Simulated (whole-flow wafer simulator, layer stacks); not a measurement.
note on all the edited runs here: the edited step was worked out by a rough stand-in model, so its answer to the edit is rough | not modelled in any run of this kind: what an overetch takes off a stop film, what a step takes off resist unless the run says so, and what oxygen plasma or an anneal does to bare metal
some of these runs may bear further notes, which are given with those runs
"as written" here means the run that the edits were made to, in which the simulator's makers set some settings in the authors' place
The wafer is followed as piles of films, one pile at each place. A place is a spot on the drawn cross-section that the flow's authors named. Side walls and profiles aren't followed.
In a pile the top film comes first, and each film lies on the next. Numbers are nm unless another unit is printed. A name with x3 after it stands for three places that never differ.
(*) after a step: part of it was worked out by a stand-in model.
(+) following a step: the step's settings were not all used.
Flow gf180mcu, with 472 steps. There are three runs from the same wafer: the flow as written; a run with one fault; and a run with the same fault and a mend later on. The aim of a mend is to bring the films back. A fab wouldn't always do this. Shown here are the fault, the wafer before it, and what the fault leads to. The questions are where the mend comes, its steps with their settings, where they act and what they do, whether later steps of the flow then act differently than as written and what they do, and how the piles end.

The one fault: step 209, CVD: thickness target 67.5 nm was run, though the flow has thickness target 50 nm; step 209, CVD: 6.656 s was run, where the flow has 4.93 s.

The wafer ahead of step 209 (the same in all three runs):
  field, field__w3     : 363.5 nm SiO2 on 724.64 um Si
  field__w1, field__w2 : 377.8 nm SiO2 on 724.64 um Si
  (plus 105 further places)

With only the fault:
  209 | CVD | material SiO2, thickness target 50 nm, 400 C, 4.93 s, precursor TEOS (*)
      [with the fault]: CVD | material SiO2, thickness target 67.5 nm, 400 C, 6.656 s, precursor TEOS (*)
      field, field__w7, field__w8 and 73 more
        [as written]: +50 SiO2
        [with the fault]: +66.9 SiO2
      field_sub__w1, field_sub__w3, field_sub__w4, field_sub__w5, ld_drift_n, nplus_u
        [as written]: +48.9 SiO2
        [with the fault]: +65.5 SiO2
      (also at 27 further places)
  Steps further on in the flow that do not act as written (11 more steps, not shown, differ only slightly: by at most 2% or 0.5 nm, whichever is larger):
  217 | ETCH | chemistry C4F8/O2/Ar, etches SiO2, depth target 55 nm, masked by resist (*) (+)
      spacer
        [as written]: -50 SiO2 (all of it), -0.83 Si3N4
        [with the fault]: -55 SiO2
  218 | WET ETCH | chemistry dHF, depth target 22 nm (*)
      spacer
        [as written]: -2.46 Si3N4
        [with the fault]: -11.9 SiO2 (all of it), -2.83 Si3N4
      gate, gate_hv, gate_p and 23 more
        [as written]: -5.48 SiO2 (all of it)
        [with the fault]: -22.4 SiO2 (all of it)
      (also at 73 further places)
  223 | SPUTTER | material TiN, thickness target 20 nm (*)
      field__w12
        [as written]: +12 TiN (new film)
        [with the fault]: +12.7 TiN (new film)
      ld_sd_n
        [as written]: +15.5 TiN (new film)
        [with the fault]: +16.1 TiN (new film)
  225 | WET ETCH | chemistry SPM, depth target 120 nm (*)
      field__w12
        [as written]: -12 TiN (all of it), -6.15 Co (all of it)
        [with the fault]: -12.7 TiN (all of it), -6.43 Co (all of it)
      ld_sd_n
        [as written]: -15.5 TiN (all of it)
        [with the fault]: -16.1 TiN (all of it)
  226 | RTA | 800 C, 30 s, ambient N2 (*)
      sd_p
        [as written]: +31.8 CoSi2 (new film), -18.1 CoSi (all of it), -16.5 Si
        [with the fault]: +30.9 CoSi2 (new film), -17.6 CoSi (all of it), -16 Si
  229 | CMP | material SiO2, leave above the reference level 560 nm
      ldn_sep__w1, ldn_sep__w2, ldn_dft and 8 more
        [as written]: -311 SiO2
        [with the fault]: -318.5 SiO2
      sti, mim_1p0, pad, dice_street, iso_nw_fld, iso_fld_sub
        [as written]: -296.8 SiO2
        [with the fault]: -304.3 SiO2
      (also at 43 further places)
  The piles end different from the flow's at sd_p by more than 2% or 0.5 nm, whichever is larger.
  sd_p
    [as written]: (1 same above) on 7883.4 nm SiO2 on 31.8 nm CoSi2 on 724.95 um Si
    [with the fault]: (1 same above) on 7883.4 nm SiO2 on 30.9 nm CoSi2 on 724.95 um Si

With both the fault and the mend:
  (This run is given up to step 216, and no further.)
  The mend follows step 209.
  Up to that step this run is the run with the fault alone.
  209a | WET ETCH | chemistry dHF, depth target 17.5 nm, 25 C, dilution 100:1 (the flow's step 17 again, with other settings)
      field, field__w1, field__w2 and 106 more
        -17.5 SiO2
  Later steps of the flow up to step 216 that are run all act as written at every place that is followed, up to a difference of at most 2% or 0.5 nm, whichever is larger.
  The piles after step 216 differ from the flow's at ld_drn_p by more than 2% or 0.5 nm, whichever is larger.
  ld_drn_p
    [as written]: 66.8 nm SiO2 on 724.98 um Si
    [with the mend]: 64.8 nm SiO2 on 724.98 um Si
